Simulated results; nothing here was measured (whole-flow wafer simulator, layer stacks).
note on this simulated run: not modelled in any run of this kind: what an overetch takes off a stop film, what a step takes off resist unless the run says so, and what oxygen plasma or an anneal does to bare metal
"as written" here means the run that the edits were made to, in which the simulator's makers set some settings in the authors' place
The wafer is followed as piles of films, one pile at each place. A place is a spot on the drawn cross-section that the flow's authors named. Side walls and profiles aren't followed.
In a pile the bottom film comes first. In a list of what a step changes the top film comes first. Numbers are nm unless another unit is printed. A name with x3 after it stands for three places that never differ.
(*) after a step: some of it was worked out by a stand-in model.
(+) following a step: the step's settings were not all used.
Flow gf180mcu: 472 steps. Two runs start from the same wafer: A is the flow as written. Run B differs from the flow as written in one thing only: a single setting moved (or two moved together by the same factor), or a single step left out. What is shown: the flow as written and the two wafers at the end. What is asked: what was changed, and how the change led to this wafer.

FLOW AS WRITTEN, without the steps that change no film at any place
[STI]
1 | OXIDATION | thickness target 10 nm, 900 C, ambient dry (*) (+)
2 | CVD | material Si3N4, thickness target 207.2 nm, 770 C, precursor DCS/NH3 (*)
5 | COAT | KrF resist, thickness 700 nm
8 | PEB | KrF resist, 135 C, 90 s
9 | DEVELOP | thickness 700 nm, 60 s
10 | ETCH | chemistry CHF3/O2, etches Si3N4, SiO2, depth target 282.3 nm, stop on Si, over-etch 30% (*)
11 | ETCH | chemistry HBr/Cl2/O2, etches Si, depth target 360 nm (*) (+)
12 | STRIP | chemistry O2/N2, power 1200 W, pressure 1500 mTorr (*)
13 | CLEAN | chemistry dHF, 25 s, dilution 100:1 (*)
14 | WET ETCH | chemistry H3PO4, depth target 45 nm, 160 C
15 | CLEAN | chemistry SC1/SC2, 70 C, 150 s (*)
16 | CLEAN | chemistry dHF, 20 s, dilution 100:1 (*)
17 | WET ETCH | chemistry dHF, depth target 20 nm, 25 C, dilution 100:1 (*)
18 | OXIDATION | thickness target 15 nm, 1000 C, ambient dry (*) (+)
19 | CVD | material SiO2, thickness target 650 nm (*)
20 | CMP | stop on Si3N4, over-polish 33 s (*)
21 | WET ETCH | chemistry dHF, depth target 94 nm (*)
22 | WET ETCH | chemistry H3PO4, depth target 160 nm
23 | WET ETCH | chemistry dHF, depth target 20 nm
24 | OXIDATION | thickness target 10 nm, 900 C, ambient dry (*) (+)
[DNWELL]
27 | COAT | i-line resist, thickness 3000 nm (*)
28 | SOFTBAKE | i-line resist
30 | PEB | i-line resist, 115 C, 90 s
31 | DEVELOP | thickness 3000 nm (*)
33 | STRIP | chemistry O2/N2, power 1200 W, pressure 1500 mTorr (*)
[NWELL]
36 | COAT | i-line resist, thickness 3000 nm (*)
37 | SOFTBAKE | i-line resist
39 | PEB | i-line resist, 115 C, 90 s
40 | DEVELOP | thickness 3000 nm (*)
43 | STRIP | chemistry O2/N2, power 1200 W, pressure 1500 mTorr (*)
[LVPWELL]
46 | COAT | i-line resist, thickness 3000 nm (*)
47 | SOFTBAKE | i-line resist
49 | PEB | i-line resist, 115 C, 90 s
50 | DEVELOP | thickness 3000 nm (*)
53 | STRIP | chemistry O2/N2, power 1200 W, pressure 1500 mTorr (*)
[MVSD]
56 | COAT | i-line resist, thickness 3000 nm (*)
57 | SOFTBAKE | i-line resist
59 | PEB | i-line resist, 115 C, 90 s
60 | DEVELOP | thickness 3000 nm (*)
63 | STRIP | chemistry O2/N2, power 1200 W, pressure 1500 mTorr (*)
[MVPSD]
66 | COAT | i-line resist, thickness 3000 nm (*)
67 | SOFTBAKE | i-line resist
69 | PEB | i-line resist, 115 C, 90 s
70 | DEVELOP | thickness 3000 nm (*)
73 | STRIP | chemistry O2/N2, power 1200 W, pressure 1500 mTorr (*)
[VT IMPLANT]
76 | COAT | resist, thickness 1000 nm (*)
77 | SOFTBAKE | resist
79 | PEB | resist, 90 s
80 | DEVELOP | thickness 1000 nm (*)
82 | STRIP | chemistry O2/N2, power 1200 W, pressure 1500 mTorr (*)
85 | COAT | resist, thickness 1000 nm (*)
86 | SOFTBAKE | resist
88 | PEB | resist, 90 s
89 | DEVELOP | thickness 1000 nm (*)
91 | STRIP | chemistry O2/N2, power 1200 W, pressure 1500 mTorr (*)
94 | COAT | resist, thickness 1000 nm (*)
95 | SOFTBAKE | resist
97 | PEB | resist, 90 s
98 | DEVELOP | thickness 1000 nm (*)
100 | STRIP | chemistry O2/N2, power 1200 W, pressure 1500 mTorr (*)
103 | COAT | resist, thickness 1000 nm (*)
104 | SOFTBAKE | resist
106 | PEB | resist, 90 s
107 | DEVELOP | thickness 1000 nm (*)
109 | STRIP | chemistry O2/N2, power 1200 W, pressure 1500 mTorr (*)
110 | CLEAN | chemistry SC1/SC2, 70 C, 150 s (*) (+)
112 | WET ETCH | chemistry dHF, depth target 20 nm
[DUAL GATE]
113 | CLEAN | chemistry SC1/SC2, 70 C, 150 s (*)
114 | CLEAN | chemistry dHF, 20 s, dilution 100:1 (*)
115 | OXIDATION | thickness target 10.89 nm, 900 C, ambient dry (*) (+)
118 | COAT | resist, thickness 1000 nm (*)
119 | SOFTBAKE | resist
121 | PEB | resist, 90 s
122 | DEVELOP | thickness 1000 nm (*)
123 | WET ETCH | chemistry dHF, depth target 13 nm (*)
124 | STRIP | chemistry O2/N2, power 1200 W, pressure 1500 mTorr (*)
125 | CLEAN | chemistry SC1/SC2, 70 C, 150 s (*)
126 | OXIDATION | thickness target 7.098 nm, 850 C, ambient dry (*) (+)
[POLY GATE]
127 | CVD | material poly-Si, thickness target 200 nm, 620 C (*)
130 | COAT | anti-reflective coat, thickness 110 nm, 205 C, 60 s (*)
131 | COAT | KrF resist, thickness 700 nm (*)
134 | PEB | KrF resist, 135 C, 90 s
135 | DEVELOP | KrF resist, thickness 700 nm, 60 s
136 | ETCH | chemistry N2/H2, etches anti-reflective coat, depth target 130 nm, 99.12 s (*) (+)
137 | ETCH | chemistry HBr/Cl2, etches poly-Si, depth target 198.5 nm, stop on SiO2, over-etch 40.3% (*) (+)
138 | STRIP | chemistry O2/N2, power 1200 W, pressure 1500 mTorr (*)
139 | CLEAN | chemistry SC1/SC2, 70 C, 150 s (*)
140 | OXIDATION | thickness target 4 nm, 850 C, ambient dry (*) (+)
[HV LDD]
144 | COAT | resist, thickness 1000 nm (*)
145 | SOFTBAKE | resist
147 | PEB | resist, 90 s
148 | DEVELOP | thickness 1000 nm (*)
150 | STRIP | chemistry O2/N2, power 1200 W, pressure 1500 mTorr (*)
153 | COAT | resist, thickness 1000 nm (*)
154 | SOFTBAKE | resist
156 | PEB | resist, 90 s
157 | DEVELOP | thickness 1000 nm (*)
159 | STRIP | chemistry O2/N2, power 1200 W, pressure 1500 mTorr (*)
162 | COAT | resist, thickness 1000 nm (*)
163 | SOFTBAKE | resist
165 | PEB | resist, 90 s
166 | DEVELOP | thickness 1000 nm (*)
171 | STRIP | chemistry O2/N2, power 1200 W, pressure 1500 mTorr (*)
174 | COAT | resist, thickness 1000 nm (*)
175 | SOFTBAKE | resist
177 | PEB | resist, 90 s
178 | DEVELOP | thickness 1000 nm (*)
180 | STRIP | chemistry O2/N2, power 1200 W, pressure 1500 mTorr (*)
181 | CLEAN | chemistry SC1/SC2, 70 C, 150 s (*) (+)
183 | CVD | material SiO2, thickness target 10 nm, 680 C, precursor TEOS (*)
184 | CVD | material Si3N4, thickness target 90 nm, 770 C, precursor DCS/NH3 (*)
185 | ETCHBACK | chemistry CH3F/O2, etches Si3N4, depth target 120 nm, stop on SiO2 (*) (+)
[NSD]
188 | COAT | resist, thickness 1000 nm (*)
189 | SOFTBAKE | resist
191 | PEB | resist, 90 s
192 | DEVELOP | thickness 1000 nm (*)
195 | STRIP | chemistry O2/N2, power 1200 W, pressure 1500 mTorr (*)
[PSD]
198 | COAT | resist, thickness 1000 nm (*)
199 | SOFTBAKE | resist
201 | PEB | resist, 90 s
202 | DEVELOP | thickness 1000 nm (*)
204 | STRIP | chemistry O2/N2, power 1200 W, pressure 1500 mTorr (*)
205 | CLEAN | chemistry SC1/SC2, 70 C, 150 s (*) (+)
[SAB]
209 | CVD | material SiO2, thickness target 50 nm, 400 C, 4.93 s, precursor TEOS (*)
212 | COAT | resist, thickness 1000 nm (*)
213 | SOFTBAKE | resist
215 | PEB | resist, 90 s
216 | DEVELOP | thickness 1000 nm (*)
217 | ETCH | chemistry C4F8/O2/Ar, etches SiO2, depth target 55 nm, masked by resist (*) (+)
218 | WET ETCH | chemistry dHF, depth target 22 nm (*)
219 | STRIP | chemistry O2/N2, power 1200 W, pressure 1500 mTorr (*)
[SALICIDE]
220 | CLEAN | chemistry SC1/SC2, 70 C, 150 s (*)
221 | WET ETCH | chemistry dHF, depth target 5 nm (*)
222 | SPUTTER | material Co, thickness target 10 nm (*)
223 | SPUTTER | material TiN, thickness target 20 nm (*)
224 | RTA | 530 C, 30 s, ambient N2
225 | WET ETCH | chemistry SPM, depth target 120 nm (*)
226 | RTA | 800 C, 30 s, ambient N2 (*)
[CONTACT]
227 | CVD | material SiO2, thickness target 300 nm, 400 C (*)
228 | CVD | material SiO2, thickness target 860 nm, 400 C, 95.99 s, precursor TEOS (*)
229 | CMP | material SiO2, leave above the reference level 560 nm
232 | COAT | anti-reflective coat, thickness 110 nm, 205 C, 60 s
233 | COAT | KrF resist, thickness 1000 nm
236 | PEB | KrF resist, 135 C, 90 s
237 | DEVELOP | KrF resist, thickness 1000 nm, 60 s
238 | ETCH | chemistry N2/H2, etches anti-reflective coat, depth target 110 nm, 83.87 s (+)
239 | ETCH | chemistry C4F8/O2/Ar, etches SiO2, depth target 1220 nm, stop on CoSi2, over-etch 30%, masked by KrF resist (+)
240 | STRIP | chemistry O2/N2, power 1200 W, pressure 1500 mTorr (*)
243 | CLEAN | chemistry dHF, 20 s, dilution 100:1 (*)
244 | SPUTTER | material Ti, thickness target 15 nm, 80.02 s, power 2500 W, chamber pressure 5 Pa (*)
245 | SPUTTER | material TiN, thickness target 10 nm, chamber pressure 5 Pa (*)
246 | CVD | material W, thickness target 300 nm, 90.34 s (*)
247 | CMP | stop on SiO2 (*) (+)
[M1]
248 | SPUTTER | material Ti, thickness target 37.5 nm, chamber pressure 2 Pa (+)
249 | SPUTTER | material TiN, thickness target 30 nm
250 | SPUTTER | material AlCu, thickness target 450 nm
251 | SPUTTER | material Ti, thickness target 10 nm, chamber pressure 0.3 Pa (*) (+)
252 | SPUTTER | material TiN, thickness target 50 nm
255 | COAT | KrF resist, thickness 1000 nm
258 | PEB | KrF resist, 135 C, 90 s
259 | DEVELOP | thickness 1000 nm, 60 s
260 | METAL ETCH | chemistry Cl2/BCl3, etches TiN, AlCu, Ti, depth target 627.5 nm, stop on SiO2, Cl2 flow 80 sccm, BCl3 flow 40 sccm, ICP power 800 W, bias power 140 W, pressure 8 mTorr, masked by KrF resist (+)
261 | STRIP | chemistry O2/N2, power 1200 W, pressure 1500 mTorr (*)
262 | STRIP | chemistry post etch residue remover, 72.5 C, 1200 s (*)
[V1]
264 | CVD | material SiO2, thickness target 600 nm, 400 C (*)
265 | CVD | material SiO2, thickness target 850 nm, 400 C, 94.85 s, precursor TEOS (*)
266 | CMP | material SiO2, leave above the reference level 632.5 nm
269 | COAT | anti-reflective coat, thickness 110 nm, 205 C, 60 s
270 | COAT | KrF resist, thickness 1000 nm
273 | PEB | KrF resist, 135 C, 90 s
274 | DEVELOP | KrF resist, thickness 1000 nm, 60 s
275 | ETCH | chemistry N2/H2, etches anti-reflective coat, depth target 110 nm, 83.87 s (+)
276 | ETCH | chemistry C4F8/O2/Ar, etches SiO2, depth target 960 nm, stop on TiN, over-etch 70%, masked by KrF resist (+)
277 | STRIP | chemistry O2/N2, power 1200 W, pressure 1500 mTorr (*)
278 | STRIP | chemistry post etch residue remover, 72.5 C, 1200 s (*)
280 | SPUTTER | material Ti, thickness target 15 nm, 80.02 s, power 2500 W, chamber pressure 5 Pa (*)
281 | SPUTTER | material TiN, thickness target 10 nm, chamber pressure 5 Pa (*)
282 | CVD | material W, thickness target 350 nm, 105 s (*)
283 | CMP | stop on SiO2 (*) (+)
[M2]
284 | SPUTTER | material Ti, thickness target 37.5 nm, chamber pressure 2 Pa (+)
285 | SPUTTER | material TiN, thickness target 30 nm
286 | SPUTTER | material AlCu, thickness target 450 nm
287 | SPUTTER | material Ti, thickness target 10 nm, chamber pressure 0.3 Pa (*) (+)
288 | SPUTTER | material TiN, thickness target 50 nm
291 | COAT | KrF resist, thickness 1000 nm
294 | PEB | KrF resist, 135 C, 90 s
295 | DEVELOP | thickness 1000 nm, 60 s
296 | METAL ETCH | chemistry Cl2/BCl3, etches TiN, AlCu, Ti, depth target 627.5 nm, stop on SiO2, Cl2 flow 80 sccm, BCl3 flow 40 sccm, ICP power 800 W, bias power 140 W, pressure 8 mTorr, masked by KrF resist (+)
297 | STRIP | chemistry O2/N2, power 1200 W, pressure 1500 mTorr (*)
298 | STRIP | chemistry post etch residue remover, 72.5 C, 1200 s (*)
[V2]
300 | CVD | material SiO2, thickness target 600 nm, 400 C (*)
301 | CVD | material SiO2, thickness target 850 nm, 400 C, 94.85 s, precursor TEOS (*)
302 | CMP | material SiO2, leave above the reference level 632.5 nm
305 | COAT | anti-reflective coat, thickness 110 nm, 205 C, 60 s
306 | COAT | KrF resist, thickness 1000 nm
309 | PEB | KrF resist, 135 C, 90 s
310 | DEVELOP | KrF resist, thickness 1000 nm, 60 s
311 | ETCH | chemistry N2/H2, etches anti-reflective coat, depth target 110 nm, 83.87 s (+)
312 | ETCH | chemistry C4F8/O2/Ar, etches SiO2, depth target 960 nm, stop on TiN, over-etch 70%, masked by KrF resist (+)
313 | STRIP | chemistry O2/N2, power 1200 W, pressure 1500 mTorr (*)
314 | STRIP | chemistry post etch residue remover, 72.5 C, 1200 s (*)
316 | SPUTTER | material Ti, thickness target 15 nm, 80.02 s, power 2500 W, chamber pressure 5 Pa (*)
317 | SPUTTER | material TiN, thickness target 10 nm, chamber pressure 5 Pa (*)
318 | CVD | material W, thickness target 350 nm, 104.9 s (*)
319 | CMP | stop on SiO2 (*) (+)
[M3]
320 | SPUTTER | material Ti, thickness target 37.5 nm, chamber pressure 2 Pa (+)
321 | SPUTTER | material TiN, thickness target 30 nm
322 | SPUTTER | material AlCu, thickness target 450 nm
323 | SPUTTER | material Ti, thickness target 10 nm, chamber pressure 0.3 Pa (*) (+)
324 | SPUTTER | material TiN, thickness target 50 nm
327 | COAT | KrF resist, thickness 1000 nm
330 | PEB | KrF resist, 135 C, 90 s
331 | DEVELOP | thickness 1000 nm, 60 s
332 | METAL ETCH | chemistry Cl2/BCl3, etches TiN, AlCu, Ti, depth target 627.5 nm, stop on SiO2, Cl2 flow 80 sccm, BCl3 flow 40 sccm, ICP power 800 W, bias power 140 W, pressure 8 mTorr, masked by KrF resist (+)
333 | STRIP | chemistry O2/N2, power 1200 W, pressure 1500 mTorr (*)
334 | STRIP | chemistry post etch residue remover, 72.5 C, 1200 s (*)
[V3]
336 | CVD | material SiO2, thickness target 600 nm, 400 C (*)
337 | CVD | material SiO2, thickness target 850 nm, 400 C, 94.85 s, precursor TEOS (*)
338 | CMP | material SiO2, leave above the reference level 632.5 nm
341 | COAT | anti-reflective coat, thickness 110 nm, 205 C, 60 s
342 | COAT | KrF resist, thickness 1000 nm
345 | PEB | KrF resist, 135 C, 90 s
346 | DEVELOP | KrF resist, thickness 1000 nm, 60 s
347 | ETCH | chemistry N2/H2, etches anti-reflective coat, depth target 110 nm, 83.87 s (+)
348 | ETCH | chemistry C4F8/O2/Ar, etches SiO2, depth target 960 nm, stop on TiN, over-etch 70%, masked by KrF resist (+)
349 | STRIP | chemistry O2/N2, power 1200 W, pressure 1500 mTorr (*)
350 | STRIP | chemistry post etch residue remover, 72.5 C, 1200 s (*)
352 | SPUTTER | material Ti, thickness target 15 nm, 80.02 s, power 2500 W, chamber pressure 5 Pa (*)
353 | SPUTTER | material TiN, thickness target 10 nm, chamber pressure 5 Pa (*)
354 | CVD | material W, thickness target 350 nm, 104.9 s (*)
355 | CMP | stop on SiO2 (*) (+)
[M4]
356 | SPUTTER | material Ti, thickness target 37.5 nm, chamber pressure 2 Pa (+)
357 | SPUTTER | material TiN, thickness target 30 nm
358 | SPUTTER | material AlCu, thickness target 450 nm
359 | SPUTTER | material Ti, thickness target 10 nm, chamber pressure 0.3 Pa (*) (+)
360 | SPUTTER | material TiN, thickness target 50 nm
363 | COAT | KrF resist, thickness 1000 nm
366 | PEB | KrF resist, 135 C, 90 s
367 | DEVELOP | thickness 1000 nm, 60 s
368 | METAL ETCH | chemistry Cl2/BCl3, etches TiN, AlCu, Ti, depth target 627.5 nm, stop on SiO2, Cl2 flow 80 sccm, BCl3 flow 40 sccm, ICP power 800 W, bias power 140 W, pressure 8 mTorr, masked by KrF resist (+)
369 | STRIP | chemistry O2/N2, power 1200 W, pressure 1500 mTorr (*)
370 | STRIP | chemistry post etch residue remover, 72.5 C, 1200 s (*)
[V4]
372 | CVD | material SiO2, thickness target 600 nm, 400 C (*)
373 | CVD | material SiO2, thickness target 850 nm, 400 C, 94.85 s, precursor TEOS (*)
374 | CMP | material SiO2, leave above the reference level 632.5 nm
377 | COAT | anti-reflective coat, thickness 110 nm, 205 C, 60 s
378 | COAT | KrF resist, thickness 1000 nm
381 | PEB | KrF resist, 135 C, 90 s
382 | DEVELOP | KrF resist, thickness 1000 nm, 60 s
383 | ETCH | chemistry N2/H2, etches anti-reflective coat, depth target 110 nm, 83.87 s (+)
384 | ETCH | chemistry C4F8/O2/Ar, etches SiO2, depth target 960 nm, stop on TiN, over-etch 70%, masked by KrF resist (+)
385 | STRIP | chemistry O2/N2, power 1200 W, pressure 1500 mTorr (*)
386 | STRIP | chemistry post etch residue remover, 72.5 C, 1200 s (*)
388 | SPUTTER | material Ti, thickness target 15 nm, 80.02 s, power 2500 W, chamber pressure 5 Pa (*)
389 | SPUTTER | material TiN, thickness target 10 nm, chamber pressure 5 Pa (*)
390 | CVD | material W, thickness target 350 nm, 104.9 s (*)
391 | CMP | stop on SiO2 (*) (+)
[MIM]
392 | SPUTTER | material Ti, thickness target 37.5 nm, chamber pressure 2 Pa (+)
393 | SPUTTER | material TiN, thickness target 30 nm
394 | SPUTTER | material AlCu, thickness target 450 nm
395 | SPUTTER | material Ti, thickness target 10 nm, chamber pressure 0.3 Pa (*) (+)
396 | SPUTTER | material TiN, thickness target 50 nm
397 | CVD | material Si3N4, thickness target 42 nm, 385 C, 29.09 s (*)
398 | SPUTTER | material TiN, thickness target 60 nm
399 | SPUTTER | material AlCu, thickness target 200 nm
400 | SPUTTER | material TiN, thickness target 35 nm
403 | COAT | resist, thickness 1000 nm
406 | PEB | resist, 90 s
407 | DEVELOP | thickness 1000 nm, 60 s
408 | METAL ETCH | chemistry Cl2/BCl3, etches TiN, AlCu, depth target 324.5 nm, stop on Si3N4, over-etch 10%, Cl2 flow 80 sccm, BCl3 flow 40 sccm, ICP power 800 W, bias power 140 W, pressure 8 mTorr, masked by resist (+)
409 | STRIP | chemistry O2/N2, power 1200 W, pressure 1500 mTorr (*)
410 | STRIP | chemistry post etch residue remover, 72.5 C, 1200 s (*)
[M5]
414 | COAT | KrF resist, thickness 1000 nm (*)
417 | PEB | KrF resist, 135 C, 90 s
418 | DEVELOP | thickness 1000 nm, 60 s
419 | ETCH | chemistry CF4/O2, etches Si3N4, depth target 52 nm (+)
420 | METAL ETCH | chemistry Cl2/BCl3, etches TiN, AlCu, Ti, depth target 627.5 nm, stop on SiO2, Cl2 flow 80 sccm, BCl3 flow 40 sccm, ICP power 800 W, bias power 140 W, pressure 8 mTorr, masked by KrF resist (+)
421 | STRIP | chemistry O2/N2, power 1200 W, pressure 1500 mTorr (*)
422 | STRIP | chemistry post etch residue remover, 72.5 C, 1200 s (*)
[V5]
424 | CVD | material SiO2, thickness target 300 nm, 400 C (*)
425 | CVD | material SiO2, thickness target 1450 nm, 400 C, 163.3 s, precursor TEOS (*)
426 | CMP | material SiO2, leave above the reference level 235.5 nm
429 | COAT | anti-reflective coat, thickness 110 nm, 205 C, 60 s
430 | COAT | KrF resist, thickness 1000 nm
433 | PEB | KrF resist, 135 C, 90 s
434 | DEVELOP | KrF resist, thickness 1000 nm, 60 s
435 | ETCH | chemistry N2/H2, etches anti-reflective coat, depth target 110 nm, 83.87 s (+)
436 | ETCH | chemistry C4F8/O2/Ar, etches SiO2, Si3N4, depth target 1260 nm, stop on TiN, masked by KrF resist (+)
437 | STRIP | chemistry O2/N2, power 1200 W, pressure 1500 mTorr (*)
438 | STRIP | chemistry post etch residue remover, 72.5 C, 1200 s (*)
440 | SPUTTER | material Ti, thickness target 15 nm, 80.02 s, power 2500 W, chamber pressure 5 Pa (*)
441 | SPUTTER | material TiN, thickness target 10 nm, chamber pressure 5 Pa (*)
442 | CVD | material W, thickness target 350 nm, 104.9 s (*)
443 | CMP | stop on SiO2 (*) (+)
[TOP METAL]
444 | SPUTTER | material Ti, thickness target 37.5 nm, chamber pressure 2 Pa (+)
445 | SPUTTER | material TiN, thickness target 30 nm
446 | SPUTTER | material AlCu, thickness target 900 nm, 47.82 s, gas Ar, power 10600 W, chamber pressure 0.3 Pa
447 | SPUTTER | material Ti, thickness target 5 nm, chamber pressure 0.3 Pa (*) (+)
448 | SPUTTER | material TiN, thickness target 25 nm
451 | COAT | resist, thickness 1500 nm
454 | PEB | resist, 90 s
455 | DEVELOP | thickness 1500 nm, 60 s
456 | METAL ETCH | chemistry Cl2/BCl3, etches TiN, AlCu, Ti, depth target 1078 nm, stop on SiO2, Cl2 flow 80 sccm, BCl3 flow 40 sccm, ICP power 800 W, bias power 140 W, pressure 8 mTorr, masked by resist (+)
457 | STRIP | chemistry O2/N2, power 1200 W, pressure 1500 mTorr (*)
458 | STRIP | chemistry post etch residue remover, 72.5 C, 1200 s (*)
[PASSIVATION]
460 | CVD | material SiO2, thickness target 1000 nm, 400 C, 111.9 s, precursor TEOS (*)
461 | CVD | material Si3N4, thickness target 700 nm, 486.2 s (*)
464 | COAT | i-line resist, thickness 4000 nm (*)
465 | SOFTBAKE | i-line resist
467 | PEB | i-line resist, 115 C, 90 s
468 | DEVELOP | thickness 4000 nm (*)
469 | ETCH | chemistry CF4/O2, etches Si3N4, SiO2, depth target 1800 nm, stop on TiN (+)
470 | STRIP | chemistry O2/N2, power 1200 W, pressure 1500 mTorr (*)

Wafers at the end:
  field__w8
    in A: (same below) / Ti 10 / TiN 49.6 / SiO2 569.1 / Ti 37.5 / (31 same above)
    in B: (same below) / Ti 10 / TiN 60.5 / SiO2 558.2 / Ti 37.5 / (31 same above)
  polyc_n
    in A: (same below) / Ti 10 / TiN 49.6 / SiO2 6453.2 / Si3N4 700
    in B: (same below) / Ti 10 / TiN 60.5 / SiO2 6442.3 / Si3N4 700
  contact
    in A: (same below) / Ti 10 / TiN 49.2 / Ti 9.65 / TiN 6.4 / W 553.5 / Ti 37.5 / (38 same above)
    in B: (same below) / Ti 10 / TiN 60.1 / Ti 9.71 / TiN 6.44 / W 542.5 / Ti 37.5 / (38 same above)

The reason: step 252, SPUTTER: thickness target 60.9 nm was run, though the flow has thickness target 50 nm.

The path from the change to this, step by step:
  252 | SPUTTER | material TiN, thickness target 50 nm
      field, field__w1, field__w2 and 108 more: A TiN gains 50 (new film) | B TiN gains 60.9 (new film)
  260 | METAL ETCH | chemistry Cl2/BCl3, etches TiN, AlCu, Ti, depth target 627.5 nm, stop on SiO2, Cl2 flow 80 sccm, BCl3 flow 40 sccm, ICP power 800 W, bias power 140 W, pressure 8 mTorr, masked by KrF resist (+)
      field, field__w1, field__w2 and 99 more: A TiN loses 50 (all of it), Ti loses 10 (all of it), AlCu loses 450 (all of it), TiN loses 30 (all of it), Ti loses 37.5 (all of it) | B TiN loses 60.9 (all of it), Ti loses 10 (all of it), AlCu loses 450 (all of it), TiN loses 30 (all of it), Ti loses 37.5 (all of it)
